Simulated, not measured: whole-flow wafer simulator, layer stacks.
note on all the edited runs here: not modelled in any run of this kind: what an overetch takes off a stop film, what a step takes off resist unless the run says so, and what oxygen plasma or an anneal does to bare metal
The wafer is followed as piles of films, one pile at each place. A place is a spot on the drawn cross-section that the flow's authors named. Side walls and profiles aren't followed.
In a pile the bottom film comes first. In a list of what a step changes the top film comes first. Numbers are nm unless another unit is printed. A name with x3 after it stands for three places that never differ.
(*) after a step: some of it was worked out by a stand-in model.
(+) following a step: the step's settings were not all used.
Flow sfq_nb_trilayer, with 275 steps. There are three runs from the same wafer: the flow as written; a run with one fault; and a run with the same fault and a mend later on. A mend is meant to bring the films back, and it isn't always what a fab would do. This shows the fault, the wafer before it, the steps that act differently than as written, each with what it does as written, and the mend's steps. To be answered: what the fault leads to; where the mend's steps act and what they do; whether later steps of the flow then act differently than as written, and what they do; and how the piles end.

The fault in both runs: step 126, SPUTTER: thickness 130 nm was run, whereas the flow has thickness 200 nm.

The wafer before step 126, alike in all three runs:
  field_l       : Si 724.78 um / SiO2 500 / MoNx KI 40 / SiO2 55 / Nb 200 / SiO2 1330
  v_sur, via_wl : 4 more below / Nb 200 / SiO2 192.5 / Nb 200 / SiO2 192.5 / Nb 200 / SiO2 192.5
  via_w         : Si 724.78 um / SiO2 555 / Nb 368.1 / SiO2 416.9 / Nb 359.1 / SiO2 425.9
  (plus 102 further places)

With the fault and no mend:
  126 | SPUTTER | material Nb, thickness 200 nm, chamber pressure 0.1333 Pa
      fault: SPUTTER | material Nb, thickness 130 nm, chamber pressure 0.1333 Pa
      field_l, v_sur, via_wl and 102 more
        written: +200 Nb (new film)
        fault: +130 Nb (new film)
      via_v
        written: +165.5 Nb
        fault: +107.3 Nb
  Steps later in the flow that act otherwise than as written (4 other steps are not shown; they differ only slightly, by no more than 2% or 0.5 nm, whichever is larger):
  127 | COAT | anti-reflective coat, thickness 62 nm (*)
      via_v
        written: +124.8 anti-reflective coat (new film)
        fault: +121.2 anti-reflective coat (new film)
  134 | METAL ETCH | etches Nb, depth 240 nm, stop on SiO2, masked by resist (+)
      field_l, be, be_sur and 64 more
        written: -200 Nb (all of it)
        fault: -130 Nb (all of it)
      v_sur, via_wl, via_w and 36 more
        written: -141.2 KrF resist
        fault: -114.7 KrF resist
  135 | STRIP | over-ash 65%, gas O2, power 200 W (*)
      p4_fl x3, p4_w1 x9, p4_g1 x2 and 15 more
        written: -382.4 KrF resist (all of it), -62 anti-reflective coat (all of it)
        fault: -408.9 KrF resist (all of it), -62 anti-reflective coat (all of it)
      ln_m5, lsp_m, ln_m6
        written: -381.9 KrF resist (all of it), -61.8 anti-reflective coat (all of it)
        fault: -408.4 KrF resist (all of it), -61.8 anti-reflective coat (all of it)
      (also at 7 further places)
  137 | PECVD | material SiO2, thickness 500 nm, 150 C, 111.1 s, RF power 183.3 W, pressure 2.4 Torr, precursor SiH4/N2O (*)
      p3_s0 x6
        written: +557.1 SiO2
        fault: +500 SiO2
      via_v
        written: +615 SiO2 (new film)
        fault: +595.7 SiO2 (new film)
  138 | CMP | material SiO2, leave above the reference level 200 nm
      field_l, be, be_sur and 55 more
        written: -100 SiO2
        fault: -170 SiO2
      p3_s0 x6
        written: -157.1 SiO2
        fault: -170 SiO2
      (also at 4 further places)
  At field_l, v_sur, via_wl and 103 more, the piles at the end differ from the flow's by more than 2% or 0.5 nm, whichever is larger.
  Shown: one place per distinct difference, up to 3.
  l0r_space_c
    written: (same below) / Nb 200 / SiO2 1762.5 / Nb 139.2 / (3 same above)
    fault: (same below) / Nb 200 / SiO2 1692.5 / Nb 139.2 / (3 same above)
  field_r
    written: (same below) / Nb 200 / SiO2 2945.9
    fault: (same below) / Nb 200 / SiO2 2875.9
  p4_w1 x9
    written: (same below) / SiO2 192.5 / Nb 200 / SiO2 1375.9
    fault: (same below) / SiO2 192.5 / Nb 130 / SiO2 1375.9

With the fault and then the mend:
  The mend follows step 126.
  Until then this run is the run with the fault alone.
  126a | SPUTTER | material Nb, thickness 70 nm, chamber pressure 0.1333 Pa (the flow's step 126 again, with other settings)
      field_l, v_sur, via_wl and 102 more
        +70 Nb
      via_v
        +55.8 Nb
  Later steps of the flow that are run all act as written at every place that is followed, up to a difference of at most 2% or 0.5 nm, whichever is larger.
  At the end the piles are close to the flow's at the places that both follow, differing by at most 2% or 0.5 nm, whichever is larger.
